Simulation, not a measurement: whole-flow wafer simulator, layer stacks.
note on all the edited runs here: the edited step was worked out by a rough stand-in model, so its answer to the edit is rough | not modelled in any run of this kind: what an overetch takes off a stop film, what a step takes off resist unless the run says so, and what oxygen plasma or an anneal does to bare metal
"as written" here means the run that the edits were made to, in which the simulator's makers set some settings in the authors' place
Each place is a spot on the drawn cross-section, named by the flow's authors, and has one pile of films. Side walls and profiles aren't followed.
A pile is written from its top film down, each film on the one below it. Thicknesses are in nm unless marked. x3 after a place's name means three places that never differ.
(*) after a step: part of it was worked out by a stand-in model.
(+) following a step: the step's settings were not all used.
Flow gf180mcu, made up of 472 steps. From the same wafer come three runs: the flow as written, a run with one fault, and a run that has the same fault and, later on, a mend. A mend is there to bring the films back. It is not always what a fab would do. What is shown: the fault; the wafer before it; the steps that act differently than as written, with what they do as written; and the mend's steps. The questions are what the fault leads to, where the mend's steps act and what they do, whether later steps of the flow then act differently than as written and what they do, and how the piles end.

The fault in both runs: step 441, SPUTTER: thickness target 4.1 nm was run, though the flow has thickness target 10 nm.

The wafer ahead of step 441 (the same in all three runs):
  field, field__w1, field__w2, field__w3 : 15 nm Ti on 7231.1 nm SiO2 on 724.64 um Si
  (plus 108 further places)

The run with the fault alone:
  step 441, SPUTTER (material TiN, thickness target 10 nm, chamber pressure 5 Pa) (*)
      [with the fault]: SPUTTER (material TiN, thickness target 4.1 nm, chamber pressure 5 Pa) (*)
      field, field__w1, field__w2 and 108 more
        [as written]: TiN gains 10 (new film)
        [with the fault]: TiN gains 4.1 (new film)
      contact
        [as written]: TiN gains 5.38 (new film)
        [with the fault]: TiN gains 2.21 (new film)
  Steps later in the flow that act otherwise than as written (1 other step is not shown; it differs only slightly, by no more than 2% or 0.5 nm, whichever is larger):
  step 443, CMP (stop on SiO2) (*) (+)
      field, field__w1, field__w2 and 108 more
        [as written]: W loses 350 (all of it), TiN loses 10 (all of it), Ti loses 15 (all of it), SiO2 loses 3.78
        [with the fault]: W loses 350 (all of it), TiN loses 4.1 (all of it), Ti loses 15 (all of it), SiO2 loses 3.72
  At contact, the piles at the end differ from the flow's by more than 2% or 0.5 nm, whichever is larger.
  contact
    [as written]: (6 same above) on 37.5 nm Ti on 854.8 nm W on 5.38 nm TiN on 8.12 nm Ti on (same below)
    [with the fault]: (6 same above) on 37.5 nm Ti on 858 nm W on 2.21 nm TiN on 8.12 nm Ti on (same below)

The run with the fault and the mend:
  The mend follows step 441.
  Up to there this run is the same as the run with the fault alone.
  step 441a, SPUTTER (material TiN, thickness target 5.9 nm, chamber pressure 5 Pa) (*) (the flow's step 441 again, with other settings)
      field, field__w1, field__w2 and 108 more
        TiN gains 5.9
      contact
        TiN gains 3.17
  Later steps of the flow that are run all act as written at every place that is followed.
  By the end, the piles equal the flow's at every place that both follow.
